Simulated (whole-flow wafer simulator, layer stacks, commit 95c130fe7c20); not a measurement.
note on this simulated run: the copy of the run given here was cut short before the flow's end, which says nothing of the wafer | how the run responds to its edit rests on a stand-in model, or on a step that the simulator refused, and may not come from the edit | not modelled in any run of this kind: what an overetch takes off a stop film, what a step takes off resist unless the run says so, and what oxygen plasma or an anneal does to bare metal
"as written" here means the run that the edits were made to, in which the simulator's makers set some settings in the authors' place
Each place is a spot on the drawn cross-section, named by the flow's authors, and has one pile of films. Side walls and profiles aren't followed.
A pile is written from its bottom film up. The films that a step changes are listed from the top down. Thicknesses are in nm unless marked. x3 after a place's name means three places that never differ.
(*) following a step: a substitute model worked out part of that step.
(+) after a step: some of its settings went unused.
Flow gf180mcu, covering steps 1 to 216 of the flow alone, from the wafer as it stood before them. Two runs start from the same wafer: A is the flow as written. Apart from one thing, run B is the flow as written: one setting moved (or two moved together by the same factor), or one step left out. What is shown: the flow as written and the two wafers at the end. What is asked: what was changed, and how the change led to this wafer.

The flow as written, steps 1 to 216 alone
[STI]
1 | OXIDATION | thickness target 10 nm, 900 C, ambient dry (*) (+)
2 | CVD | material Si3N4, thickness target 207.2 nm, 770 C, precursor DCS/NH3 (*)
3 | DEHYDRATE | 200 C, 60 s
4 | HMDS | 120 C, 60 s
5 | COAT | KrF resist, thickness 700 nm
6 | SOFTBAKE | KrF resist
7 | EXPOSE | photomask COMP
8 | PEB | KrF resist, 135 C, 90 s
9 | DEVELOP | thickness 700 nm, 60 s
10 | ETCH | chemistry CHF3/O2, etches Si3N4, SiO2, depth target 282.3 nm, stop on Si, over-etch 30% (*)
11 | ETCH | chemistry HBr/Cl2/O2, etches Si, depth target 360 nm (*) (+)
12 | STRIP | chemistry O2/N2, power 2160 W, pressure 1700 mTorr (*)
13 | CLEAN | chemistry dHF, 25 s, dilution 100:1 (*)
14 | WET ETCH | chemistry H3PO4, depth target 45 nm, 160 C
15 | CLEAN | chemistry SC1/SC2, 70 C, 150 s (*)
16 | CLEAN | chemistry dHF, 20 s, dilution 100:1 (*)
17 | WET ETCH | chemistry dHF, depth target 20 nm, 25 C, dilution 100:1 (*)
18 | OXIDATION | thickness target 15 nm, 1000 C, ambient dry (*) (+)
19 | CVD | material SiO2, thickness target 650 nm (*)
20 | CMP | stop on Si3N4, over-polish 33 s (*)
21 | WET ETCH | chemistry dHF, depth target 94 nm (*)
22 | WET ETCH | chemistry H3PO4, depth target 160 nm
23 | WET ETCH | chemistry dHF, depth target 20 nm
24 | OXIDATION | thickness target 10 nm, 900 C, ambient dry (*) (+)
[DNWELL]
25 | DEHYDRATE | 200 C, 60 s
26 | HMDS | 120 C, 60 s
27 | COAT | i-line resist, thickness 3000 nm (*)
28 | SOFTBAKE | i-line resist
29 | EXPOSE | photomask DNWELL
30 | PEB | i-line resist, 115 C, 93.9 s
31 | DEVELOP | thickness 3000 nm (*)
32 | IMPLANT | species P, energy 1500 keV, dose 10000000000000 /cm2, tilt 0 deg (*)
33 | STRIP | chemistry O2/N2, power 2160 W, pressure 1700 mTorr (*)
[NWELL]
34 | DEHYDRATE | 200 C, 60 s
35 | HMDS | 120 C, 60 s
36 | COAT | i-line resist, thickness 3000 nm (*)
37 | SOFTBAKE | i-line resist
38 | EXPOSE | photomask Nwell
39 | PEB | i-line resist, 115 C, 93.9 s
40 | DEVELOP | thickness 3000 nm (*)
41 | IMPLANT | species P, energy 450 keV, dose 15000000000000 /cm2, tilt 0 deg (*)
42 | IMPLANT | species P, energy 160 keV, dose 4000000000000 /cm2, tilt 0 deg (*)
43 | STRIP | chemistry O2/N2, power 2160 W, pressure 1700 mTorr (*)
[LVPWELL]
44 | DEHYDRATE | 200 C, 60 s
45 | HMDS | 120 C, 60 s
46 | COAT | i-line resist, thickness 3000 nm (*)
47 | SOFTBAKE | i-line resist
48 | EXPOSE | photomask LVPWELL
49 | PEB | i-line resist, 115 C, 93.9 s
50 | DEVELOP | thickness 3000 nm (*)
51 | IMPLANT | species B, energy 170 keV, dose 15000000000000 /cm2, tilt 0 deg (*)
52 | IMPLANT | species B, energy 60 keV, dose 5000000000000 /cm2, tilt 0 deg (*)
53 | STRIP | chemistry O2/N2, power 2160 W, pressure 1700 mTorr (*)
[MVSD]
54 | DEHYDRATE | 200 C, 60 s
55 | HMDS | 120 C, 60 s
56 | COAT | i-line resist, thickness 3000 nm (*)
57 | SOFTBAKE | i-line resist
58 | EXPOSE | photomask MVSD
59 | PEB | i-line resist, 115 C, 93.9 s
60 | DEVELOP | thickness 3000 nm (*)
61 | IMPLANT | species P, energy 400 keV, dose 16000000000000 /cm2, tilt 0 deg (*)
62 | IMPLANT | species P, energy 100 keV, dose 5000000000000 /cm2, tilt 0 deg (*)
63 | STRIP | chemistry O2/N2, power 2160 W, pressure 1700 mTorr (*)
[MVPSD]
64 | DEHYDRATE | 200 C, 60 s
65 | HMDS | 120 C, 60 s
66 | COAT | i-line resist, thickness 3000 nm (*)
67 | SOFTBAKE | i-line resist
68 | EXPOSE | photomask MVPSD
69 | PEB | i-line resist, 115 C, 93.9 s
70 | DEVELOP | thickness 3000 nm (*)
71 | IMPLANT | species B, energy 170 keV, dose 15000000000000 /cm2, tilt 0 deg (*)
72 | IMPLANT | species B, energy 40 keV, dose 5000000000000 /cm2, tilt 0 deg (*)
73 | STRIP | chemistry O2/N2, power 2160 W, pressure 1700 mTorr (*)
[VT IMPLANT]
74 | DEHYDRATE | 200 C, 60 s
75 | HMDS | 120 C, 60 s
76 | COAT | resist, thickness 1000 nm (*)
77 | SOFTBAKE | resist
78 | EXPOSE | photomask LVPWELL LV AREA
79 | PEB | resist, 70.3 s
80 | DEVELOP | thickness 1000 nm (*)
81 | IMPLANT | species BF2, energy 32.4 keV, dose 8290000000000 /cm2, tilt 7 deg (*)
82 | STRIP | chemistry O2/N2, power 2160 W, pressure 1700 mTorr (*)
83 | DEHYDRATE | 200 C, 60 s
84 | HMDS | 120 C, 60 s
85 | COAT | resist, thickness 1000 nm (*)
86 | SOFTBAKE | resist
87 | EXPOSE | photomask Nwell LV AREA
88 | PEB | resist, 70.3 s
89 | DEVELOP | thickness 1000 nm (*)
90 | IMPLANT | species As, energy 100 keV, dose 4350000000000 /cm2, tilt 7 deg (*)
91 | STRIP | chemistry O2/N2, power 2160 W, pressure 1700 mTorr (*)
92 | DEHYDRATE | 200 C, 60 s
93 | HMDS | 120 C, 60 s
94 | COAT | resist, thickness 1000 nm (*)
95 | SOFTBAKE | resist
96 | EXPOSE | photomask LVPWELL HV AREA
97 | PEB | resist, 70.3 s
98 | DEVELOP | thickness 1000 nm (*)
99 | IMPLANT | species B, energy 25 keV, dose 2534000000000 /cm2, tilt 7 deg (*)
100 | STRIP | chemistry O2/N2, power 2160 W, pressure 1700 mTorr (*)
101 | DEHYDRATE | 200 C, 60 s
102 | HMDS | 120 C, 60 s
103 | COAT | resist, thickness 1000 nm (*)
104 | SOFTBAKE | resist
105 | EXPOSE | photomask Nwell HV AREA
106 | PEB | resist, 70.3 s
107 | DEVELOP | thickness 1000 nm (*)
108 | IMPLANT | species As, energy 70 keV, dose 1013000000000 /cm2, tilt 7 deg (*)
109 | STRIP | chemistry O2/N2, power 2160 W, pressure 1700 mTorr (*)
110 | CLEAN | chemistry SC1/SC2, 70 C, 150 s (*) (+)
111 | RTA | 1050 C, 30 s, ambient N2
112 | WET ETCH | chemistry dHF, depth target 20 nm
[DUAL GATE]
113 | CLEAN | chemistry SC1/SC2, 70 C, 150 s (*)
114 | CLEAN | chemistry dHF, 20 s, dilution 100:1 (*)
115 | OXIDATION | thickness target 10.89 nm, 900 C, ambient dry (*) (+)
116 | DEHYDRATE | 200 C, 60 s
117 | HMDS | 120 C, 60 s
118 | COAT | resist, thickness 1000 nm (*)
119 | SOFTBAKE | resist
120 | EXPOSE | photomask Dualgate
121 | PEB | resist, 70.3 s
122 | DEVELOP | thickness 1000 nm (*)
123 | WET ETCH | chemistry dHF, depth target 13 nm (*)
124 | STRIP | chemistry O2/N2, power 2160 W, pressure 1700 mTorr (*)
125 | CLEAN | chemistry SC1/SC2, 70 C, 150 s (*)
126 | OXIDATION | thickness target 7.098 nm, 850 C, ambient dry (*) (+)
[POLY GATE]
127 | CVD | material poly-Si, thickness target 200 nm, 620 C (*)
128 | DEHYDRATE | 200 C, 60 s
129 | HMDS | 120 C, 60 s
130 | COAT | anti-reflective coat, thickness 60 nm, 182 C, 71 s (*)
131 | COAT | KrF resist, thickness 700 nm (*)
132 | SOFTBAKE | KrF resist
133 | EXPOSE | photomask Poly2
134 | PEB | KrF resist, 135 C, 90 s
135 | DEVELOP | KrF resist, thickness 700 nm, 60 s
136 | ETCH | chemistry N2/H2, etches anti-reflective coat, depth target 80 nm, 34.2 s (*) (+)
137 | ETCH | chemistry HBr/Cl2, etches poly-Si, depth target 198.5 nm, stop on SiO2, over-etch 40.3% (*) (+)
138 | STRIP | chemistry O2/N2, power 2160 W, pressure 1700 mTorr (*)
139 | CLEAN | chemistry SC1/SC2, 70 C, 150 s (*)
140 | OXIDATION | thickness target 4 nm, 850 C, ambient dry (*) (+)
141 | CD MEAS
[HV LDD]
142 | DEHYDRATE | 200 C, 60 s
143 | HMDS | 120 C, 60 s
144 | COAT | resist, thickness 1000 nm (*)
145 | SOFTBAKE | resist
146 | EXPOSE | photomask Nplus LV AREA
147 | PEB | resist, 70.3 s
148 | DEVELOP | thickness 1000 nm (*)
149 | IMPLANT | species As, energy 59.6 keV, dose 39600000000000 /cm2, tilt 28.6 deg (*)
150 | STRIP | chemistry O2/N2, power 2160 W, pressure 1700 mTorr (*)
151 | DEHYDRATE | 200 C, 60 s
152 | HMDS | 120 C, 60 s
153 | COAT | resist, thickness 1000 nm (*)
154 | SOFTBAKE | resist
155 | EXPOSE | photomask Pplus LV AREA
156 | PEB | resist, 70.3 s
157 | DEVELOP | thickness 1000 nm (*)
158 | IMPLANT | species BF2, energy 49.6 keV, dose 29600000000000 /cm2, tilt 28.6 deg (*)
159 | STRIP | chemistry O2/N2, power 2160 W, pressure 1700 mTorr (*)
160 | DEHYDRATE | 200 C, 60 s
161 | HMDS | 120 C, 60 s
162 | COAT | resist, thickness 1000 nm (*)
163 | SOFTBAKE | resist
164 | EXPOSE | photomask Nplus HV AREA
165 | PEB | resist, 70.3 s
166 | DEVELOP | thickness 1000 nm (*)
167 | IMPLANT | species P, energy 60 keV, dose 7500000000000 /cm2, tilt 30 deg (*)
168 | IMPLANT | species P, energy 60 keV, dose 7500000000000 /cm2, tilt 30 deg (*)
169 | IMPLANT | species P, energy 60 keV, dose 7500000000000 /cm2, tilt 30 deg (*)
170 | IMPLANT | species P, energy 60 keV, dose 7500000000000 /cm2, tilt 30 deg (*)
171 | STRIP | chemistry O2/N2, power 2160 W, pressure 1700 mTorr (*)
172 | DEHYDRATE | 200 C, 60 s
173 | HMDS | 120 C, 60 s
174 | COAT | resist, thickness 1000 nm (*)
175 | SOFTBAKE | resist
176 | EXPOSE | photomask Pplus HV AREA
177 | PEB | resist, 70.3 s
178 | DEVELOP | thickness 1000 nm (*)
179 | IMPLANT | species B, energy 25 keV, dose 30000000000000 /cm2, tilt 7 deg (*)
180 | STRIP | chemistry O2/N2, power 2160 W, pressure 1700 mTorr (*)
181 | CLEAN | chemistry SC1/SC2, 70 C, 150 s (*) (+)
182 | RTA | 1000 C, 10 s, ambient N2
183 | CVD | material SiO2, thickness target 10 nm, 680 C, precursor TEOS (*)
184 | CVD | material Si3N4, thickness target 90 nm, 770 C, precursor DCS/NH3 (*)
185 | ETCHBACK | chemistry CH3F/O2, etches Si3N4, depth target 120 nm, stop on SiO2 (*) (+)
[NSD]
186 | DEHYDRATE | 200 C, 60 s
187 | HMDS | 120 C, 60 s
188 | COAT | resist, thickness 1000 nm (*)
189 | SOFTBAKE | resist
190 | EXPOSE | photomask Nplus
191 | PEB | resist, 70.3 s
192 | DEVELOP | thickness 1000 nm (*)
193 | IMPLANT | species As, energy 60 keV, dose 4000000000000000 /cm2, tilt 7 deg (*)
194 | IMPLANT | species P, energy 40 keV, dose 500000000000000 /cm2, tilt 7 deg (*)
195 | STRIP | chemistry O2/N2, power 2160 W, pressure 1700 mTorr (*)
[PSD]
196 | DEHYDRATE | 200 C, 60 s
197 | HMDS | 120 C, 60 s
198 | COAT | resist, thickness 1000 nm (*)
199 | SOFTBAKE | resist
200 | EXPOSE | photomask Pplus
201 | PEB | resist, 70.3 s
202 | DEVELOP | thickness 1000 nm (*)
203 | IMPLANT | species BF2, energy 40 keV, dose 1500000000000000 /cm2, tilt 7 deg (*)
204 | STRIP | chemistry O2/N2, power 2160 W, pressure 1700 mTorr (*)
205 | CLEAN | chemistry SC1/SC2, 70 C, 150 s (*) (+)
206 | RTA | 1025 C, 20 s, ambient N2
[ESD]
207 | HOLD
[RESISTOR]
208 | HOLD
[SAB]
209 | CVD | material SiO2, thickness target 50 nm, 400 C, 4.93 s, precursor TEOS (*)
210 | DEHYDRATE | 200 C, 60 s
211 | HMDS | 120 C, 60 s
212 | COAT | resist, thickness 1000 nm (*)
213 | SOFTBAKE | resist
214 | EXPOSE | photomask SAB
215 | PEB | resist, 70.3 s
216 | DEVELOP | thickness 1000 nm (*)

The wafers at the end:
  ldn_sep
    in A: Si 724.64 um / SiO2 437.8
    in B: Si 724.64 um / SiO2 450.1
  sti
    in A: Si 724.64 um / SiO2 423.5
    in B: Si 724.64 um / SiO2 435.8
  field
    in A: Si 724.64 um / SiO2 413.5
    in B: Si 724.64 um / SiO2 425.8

What caused this: step 23, WET ETCH: depth target 10.5 nm was run, whereas the flow has depth target 20 nm.

How this came from the change, step by step:
  23 | WET ETCH | chemistry dHF, depth target 20 nm
      field, field_sub, sti and 25 more: A -26 SiO2 | B -13.6 SiO2
      m1, mim, ld_drift_n and 6 more: A -26 SiO2 | B -13.7 SiO2
  28 | SOFTBAKE | i-line resist
      field: A +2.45 i-line resist | B +3.35 i-line resist
      field_sub: A +1.87 i-line resist | B +2.55 i-line resist
      (as well as at 39 more places)
  37 | SOFTBAKE | i-line resist
      field: A +2.45 i-line resist | B +3.35 i-line resist
      field_sub: A +1.87 i-line resist | B +2.55 i-line resist
      (as well as at 39 more places)
  47 | SOFTBAKE | i-line resist
      field: A +2.45 i-line resist | B +3.35 i-line resist
      field_sub: A +1.87 i-line resist | B +2.55 i-line resist
      (as well as at 39 more places)
  57 | SOFTBAKE | i-line resist
      field: A +2.45 i-line resist | B +3.35 i-line resist
      field_sub: A +1.87 i-line resist | B +2.55 i-line resist
      (as well as at 39 more places)
  67 | SOFTBAKE | i-line resist
      field: A +2.45 i-line resist | B +3.35 i-line resist
      field_sub: A +1.87 i-line resist | B +2.55 i-line resist
      (as well as at 39 more places)
  77 | SOFTBAKE | resist
      field_sub__w2: A -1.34 resist | B -1.85 resist
      gate_p_hv: A +1.75 resist | B +2.4 resist
      (as well as at 2 more places)
  86 | SOFTBAKE | resist
      field_sub__w2: A -1.34 resist | B -1.85 resist
      gate_p_hv: A +1.75 resist | B +2.4 resist
      (as well as at 2 more places)
  95 | SOFTBAKE | resist
      field_sub__w2: A -1.34 resist | B -1.85 resist
      gate_p_hv: A +1.75 resist | B +2.4 resist
      (as well as at 2 more places)
  104 | SOFTBAKE | resist
      field_sub__w2: A -1.34 resist | B -1.85 resist
      gate_p_hv: A +1.75 resist | B +2.4 resist
      (as well as at 2 more places)
  119 | SOFTBAKE | resist
      field_sub: A -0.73 resist | B -1.29 resist
      field_sub__w2: A -0.62 resist | B -1.12 resist
      (as well as at 3 more places)
  130 | COAT | anti-reflective coat, thickness 60 nm, 182 C, 71 s (*)
      p_well, spacer, sd_n: A +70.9 anti-reflective coat (new film) | B +82.7 anti-reflective coat (new film)
      ldn_fp, ldp_fp: A +48.5 anti-reflective coat (new film) | B +42.5 anti-reflective coat (new film)
      (as well as at 69 more places)
  136 | ETCH | chemistry N2/H2, etches anti-reflective coat, depth target 80 nm, 34.2 s (*) (+)
      p_well, spacer, sd_n: A -70.9 anti-reflective coat (all of it), -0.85 poly-Si | B -82.7 anti-reflective coat (all of it), -0.55 poly-Si
      field: A -61.5 anti-reflective coat (all of it), -1.09 poly-Si | B -57.5 anti-reflective coat (all of it), -1.19 poly-Si
      (as well as at 49 more places)
  138 | STRIP | chemistry O2/N2, power 2160 W, pressure 1700 mTorr (*)
      gate: A +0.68 chemical SiO2 (new film), -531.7 KrF resist (all of it), -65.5 anti-reflective coat (all of it), -0.3 poly-Si | B +0.68 chemical SiO2 (new film), -532.5 KrF resist (all of it), -70.8 anti-reflective coat (all of it), -0.3 poly-Si
      gate_hv: A +0.68 chemical SiO2 (new film), -528.4 KrF resist (all of it), -61 anti-reflective coat (all of it), -0.3 poly-Si | B +0.68 chemical SiO2 (new film), -531 KrF resist (all of it), -63 anti-reflective coat (all of it), -0.3 poly-Si
      (as well as at 19 more places)
  145 | SOFTBAKE | resist
      field_sub: A +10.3 resist | B +9.75 resist
      gate_p_hv: A -7.98 resist | B -7.28 resist
      (as well as at 5 more places)
  154 | SOFTBAKE | resist
      field_sub: A +10.3 resist | B +9.75 resist
      gate_p_hv: A -7.98 resist | B -7.28 resist
      (as well as at 5 more places)
  ... 5 further steps ...
  213 | SOFTBAKE | resist
      field_sub: A +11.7 resist | B +11.1 resist
      gate_p_hv: A -9.34 resist | B -8.68 resist
      (as well as at 5 more places)
